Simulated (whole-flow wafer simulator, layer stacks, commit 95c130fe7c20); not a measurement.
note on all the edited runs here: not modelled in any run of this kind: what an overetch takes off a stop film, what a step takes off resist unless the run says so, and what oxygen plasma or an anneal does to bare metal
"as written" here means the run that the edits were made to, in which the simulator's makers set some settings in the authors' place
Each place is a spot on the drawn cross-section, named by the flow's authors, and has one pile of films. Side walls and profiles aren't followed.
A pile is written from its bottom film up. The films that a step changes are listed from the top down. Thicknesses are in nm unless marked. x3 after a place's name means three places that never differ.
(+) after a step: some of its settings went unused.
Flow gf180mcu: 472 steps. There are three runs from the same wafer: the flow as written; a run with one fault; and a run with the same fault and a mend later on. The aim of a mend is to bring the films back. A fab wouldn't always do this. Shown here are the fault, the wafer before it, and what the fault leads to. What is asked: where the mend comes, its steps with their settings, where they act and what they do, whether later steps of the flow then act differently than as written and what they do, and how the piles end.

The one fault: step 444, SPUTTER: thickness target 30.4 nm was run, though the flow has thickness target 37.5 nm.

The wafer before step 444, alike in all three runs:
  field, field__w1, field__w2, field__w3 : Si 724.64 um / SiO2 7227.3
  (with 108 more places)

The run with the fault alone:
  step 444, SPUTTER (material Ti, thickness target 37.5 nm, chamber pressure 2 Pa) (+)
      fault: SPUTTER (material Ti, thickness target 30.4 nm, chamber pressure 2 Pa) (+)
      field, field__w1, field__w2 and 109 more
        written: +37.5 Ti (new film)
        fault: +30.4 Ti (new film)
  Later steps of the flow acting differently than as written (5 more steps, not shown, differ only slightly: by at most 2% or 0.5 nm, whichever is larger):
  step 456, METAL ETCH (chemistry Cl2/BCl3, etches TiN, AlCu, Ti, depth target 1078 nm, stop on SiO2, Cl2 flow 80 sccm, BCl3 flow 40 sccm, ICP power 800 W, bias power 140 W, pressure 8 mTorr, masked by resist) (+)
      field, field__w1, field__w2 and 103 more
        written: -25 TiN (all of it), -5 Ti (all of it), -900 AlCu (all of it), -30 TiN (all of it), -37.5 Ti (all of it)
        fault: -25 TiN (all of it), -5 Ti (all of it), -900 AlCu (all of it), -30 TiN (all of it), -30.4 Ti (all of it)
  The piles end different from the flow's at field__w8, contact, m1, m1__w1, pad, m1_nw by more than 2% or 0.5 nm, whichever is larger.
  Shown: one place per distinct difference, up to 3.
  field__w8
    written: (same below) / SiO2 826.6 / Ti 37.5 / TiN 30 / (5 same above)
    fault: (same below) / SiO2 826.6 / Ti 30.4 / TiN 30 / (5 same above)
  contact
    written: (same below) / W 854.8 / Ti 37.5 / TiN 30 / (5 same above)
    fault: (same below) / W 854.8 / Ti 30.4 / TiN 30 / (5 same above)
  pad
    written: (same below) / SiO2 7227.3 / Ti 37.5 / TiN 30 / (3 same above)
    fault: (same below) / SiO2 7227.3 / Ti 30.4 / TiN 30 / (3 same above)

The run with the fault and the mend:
  After step 444 comes the mend.
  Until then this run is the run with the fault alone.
  step 444a, SPUTTER (material Ti, thickness target 7.1 nm, chamber pressure 2 Pa) (+) (a further turn of the flow's step 444, with different settings)
      field, field__w1, field__w2 and 109 more
        +7.1 Ti
  None of the later steps of the flow acts differently than as written at any place that is followed.
  The piles end the same as the flow's at every place that both follow.
